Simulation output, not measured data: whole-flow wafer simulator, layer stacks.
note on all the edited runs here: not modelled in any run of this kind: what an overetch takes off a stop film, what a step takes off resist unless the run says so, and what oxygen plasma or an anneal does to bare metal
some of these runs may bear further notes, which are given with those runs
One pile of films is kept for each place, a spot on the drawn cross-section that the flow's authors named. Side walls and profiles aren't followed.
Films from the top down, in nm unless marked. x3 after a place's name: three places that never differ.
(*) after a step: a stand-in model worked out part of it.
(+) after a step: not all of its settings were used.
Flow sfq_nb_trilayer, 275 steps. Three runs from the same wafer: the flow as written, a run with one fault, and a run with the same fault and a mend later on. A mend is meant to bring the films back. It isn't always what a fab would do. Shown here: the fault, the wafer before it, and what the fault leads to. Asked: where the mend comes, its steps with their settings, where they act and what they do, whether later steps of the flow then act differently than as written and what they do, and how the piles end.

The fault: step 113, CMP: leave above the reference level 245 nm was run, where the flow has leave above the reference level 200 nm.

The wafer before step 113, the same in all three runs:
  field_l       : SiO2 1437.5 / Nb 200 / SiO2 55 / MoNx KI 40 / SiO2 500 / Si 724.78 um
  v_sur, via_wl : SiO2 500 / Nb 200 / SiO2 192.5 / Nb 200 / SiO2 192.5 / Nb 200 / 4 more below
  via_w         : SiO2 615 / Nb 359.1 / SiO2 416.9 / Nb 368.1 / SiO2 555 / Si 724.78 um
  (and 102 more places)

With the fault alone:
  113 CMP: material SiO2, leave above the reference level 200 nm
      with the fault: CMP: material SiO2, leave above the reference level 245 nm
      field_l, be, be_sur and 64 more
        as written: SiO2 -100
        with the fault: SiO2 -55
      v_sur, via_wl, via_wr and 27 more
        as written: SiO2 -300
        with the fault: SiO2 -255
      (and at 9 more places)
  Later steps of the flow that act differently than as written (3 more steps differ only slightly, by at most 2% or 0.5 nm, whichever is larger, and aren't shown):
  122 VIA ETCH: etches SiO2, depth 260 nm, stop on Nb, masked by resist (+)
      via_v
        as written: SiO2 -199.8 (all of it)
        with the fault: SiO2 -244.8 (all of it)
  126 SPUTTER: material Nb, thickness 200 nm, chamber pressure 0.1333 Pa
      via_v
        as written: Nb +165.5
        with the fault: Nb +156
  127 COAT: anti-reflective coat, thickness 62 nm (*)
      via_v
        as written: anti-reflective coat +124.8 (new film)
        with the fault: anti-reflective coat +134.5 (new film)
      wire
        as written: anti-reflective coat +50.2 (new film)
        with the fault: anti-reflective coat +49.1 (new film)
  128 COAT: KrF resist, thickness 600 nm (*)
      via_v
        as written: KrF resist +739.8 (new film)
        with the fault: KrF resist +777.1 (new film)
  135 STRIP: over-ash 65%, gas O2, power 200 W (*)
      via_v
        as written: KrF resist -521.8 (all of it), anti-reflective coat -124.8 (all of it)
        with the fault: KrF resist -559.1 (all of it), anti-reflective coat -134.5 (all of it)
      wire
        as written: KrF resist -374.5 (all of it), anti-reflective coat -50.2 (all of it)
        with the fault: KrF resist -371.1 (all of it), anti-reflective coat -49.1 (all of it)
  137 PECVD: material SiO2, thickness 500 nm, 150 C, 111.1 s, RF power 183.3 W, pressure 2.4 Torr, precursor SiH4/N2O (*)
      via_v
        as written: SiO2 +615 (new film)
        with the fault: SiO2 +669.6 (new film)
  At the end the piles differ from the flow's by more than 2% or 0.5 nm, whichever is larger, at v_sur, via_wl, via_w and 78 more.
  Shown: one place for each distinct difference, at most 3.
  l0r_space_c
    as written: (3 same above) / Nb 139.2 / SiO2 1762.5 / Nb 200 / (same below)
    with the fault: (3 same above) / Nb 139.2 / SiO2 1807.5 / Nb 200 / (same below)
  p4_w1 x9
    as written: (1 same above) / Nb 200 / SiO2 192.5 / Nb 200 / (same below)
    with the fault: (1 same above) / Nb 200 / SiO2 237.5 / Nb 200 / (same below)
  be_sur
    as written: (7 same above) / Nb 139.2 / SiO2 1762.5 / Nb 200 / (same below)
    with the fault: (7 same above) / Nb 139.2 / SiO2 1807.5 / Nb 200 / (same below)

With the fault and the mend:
  The mend comes after step 114.
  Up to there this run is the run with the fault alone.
  114a CMP: material SiO2, leave above the reference level 200 nm (the flow's step 113 once more)
      field_l, v_sur, via_wl and 103 more
        SiO2 -45
  No later step of the flow acts differently than as written at any place that is followed.
  At the end the piles are the same as the flow's at every place that both follow.
